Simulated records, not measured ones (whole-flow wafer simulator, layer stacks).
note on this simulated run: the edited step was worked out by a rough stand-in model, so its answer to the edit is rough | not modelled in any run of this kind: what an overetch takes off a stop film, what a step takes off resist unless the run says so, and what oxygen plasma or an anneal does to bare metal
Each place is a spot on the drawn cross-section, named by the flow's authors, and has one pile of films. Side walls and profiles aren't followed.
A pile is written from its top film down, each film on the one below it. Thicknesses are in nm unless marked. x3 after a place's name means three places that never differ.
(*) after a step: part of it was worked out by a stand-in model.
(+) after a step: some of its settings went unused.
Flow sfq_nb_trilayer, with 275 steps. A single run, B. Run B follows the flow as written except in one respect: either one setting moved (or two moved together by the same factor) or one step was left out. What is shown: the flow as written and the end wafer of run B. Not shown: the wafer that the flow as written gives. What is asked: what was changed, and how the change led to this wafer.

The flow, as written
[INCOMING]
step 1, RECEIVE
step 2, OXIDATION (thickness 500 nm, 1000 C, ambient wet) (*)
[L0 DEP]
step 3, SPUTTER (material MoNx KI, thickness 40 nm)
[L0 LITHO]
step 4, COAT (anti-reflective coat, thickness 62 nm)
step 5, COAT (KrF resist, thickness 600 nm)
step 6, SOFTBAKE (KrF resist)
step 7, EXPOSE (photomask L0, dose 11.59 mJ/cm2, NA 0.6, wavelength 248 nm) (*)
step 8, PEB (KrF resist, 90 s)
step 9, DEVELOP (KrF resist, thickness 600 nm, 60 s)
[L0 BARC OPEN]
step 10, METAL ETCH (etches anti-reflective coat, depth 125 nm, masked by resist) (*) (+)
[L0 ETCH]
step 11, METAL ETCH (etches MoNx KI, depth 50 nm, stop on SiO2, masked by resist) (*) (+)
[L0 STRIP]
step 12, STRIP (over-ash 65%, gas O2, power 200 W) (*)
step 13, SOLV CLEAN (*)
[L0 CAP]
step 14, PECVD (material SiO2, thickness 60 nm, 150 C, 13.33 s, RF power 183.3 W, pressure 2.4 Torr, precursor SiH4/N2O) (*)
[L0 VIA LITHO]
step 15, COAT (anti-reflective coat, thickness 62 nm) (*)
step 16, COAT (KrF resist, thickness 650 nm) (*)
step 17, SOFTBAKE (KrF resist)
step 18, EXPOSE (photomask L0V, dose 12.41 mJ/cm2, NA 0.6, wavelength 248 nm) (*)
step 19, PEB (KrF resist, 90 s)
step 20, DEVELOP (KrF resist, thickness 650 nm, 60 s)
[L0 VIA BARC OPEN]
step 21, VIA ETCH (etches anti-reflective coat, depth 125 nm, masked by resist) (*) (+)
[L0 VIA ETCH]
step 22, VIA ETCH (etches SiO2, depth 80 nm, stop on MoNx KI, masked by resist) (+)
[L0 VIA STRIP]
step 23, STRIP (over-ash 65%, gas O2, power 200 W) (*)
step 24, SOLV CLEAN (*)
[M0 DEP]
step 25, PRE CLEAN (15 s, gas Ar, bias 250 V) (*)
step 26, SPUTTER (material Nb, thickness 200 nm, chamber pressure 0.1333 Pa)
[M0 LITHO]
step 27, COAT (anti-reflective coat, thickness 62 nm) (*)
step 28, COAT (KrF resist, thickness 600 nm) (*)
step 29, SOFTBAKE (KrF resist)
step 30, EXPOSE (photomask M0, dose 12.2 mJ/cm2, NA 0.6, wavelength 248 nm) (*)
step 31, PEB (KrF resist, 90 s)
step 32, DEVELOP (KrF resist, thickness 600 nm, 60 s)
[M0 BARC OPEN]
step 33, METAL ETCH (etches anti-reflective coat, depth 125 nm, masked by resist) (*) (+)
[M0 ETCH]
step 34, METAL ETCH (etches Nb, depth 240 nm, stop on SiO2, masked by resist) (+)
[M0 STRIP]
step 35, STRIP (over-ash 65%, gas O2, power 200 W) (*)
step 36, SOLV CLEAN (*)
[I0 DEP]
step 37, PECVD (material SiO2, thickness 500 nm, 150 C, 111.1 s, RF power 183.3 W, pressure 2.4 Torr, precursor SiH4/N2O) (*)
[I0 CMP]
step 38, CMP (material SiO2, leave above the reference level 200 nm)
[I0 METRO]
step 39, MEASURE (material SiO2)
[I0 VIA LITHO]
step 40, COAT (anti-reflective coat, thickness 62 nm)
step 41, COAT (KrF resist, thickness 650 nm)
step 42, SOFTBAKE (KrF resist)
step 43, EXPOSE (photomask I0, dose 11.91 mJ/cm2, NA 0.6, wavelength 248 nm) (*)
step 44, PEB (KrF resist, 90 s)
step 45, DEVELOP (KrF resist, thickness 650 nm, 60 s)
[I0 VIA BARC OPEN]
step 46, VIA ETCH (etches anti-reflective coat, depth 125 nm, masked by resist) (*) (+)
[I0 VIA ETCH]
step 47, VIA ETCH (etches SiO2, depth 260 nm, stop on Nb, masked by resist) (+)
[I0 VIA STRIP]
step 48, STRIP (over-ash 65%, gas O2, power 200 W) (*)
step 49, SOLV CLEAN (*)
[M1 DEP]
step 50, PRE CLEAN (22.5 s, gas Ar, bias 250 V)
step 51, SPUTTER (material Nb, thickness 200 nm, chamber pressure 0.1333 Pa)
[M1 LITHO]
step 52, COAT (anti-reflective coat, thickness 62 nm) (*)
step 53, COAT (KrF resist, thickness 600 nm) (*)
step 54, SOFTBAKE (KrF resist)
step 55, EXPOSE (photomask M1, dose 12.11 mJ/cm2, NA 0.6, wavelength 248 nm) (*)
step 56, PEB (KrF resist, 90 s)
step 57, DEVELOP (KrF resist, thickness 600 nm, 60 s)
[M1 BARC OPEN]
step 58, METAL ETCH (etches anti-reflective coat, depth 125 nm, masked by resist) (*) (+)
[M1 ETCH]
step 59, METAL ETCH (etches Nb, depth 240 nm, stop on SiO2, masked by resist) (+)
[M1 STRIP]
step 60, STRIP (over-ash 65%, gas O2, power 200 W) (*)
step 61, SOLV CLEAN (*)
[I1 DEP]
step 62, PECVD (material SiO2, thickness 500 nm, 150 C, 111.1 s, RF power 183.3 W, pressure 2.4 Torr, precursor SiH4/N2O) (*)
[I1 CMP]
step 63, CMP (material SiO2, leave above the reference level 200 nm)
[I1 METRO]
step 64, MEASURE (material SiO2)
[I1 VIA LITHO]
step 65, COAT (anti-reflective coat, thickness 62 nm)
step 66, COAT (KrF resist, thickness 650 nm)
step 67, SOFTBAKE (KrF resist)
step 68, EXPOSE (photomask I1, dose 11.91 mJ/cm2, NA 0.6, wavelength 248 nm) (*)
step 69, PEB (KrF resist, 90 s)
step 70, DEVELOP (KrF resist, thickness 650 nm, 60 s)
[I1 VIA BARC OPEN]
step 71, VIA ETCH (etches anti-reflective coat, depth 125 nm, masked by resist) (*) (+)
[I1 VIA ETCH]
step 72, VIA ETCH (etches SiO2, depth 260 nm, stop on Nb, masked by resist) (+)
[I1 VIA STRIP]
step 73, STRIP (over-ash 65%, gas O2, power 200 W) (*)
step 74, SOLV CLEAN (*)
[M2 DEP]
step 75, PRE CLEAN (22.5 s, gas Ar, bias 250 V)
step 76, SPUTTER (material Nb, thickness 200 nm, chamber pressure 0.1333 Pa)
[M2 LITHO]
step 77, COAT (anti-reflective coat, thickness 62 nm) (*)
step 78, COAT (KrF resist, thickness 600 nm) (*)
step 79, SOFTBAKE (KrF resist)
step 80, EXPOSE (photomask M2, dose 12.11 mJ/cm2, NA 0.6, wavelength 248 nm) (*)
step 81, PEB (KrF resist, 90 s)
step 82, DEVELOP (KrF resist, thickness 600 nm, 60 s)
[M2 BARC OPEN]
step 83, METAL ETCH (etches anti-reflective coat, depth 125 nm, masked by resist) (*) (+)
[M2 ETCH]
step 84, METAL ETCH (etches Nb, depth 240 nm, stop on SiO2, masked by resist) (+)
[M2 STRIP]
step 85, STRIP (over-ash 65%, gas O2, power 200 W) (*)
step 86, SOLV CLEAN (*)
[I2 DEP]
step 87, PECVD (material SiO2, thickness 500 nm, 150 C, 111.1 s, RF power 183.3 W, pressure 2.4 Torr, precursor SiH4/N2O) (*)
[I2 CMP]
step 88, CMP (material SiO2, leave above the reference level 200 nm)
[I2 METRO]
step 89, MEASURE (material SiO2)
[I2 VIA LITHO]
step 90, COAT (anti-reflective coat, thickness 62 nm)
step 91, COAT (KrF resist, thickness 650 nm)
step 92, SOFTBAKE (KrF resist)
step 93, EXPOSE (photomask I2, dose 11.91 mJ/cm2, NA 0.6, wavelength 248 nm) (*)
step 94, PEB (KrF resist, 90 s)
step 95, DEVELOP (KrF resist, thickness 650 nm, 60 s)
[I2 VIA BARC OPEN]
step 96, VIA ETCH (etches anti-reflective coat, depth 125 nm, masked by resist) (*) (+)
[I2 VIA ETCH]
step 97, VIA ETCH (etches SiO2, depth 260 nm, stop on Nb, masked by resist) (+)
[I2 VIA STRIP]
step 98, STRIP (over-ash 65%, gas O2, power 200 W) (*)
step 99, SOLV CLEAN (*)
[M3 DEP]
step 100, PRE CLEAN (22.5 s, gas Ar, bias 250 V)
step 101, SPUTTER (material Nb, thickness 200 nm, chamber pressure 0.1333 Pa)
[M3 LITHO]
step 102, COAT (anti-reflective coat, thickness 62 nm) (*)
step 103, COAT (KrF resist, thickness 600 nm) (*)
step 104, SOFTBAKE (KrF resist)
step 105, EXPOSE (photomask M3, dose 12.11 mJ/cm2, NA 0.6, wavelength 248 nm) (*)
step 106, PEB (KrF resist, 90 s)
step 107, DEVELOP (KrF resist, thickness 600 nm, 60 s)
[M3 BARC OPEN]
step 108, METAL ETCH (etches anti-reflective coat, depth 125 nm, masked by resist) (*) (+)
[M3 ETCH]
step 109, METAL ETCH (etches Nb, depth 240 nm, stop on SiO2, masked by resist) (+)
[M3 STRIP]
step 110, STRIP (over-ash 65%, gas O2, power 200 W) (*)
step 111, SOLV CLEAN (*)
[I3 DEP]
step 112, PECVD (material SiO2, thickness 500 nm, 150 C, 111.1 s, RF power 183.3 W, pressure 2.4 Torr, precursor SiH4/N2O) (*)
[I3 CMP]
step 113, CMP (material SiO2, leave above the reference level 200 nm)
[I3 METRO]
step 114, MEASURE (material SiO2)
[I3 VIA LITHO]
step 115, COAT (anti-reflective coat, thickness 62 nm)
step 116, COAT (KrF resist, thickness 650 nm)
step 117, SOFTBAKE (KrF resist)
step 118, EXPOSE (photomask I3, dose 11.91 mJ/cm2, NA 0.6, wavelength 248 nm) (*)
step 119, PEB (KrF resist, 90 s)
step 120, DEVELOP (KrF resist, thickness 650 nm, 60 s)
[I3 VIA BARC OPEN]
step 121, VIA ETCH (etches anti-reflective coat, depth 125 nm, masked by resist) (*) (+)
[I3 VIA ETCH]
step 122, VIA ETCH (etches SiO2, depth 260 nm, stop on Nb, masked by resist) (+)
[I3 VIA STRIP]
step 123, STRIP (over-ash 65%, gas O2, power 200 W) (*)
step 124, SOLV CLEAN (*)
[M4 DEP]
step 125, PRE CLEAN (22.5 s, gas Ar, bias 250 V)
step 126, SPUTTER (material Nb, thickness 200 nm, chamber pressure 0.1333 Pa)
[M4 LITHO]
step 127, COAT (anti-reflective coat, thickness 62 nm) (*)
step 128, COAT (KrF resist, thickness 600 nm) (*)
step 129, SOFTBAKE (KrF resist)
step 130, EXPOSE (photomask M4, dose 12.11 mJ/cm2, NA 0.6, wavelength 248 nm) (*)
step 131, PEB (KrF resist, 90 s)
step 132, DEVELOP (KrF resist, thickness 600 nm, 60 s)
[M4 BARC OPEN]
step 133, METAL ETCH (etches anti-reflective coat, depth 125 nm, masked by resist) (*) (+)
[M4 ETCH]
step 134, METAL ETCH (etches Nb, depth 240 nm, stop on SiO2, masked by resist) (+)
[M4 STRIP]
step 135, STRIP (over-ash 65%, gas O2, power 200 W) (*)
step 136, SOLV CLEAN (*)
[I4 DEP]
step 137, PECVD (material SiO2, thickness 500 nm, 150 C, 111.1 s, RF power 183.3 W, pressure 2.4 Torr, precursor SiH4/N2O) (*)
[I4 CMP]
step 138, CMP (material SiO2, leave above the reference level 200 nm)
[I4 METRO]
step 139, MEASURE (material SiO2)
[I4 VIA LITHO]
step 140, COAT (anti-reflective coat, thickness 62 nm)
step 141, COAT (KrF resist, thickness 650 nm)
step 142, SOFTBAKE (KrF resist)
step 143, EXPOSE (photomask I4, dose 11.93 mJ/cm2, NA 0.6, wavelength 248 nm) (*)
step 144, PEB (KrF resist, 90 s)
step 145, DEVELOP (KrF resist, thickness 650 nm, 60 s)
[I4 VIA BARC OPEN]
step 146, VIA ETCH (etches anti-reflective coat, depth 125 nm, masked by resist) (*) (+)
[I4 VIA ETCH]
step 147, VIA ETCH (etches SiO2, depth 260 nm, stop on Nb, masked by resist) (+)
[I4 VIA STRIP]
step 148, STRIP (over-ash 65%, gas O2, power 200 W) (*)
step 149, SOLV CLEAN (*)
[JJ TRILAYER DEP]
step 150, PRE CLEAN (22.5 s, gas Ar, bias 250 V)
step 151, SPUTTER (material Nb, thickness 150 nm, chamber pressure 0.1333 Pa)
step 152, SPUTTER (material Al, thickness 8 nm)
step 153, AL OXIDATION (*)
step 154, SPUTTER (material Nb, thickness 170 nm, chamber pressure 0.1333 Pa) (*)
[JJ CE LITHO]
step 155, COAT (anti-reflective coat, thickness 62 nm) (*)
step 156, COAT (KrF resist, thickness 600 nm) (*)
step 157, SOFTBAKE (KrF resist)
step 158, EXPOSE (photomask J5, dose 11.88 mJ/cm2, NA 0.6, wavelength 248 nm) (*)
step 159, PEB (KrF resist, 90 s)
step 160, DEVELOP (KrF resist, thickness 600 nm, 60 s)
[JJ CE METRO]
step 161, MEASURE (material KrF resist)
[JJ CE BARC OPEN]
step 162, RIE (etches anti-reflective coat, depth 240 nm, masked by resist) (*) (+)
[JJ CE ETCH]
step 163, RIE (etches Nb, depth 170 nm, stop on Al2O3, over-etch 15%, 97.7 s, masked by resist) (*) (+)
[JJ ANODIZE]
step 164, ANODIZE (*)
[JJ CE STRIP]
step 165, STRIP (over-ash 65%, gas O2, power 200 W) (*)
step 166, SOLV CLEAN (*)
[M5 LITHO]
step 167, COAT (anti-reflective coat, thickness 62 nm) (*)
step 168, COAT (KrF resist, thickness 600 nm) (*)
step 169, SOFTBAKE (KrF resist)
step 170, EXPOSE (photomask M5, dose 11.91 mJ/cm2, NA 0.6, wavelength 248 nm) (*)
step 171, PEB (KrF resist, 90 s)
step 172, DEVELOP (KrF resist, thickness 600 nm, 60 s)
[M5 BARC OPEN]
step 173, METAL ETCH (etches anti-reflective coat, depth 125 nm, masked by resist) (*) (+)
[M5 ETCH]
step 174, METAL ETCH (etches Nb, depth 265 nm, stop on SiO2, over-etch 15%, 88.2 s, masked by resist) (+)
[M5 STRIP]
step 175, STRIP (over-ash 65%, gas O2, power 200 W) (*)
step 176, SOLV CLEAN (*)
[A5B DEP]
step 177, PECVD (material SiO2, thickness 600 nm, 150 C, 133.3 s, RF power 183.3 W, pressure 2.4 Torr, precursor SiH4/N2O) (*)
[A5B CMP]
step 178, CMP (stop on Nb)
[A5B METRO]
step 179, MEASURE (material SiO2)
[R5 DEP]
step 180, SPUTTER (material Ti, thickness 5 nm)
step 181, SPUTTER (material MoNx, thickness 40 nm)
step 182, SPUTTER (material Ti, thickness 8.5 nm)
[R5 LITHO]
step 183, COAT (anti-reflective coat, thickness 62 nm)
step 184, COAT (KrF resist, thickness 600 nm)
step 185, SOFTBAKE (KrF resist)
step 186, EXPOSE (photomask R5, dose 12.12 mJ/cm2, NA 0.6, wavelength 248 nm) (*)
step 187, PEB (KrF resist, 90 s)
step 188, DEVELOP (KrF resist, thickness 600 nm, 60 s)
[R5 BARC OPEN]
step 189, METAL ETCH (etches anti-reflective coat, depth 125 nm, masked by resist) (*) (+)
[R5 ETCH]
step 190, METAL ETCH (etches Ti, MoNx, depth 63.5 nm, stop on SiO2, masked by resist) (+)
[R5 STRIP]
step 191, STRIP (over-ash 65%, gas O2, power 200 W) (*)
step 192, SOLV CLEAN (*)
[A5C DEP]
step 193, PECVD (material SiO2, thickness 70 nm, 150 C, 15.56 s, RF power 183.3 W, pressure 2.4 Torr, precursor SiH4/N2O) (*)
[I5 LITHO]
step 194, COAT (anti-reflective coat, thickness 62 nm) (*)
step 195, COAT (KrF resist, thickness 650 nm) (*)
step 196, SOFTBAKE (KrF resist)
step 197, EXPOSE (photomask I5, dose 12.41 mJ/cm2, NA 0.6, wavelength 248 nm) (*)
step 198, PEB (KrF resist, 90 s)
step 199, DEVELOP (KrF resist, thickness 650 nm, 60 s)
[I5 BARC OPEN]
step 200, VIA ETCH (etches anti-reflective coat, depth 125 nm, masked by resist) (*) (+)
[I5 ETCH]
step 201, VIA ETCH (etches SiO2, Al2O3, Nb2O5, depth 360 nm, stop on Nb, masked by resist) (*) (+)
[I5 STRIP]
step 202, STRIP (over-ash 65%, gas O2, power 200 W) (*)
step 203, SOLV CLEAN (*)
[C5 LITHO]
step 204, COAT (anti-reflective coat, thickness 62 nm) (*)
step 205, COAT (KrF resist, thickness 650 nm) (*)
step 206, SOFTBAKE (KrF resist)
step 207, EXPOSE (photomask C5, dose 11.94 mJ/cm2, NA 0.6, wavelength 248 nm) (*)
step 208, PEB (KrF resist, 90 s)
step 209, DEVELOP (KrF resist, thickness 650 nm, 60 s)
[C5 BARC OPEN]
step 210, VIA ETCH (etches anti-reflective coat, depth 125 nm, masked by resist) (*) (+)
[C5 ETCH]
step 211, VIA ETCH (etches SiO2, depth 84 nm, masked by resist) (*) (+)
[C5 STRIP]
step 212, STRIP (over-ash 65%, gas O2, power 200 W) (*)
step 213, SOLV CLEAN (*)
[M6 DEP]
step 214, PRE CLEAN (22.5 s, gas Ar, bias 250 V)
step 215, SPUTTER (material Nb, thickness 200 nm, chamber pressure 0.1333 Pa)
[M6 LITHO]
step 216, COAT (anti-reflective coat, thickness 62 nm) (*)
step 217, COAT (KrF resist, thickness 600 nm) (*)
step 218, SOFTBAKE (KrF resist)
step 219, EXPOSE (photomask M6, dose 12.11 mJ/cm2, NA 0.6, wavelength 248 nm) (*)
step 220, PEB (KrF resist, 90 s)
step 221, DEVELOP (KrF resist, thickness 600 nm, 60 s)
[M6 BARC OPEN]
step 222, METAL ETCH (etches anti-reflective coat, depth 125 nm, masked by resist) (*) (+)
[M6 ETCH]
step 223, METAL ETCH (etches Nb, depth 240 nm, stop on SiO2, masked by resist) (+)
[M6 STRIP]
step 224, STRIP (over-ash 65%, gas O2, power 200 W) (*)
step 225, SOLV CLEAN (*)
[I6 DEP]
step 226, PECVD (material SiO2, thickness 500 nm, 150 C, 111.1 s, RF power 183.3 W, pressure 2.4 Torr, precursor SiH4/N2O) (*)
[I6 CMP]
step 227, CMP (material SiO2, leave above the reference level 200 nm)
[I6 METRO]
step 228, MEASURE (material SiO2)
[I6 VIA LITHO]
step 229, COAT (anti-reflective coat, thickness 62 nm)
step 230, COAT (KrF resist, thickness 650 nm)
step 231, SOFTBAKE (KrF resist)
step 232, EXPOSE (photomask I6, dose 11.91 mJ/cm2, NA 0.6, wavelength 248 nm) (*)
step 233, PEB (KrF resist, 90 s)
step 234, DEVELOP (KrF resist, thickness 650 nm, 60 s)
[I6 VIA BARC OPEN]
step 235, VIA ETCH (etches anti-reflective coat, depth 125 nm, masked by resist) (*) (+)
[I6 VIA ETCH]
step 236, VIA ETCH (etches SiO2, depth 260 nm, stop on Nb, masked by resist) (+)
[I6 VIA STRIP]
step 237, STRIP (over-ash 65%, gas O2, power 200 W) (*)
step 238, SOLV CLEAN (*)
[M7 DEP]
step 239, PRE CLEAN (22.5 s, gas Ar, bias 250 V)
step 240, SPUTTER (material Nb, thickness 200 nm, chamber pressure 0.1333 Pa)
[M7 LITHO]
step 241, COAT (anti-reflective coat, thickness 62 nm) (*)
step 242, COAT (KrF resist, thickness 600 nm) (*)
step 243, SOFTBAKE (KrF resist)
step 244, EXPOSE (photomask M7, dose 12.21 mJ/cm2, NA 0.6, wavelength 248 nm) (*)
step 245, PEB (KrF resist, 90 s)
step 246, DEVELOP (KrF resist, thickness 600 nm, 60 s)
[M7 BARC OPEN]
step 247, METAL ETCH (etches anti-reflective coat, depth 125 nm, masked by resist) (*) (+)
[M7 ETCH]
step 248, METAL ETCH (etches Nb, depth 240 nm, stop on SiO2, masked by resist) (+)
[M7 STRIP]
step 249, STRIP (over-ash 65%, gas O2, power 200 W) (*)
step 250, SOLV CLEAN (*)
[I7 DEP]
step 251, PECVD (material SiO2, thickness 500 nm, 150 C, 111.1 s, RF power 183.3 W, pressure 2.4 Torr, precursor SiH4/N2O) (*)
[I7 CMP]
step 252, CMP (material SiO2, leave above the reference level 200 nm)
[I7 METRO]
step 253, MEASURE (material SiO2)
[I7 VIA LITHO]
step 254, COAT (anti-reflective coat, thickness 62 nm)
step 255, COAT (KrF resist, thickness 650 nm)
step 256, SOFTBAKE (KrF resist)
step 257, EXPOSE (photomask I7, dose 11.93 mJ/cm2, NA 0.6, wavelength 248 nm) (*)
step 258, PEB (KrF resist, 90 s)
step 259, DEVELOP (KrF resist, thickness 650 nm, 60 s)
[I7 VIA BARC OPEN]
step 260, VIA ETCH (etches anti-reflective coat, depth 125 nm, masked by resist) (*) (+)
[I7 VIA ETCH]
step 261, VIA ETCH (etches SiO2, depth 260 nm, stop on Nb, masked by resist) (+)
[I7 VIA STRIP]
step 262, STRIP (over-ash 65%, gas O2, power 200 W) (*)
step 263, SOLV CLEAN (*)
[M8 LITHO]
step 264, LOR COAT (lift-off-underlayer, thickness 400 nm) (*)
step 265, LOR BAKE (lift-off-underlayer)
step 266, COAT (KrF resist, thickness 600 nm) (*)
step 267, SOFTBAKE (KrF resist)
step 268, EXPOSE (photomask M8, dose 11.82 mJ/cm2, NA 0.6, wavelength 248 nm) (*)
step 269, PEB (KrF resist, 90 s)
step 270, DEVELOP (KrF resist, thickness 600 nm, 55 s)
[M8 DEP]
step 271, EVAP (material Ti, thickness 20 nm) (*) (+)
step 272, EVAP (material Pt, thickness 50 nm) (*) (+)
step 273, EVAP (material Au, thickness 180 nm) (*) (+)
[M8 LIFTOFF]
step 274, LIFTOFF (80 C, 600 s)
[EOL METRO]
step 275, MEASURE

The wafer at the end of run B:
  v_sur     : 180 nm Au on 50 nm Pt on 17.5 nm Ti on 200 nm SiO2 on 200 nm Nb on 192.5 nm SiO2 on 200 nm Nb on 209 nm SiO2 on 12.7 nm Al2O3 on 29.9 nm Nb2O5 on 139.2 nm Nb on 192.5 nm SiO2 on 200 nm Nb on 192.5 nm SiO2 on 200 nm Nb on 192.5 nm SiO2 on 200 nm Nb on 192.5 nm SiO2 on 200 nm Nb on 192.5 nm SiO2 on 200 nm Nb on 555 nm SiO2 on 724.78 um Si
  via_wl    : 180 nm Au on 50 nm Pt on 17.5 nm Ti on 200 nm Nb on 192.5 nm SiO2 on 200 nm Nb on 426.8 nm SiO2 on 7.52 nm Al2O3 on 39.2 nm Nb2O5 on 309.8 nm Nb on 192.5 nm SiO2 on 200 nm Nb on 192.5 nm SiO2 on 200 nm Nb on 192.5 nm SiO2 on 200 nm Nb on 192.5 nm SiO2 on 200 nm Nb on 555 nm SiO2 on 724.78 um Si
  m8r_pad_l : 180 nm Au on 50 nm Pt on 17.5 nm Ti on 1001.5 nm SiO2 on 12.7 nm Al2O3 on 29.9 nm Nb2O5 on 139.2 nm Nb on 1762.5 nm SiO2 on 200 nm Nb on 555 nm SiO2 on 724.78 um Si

What caused this: step 271, EVAP: thickness 17.5 nm was run, while the flow as written has thickness 20 nm.
The wafer itself shows it: v_sur has Ti 17.5, and step 271 as written asks for 20 nm.

How this came from the change, step by step:
  step 271, EVAP (material Ti, thickness 20 nm) (*) (+)
      field_l, v_sur, via_wl and 103 more: +17.5 Ti (new film) (it would be, as written: +20 Ti (new film))
  step 274, LIFTOFF (80 C, 600 s)
      p4_fl, p4_fm, p4_w1 and 71 more: -180 Au (all of it), -50 Pt (all of it), -17.5 Ti (all of it), -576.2 KrF resist (all of it), -400 lift-off-underlayer (all of it) (it would be, as written: -180 Au (all of it), -50 Pt (all of it), -20 Ti (all of it), -576.2 KrF resist (all of it), -400 lift-off-underlayer (all of it))
      c5j, ce_r: -180 Au (all of it), -50 Pt (all of it), -17.5 Ti (all of it), -573.3 KrF resist (all of it), -399.3 lift-off-underlayer (all of it) (it would be, as written: -180 Au (all of it), -50 Pt (all of it), -20 Ti (all of it), -573.3 KrF resist (all of it), -399.3 lift-off-underlayer (all of it))
      (and at 19 other places as well)
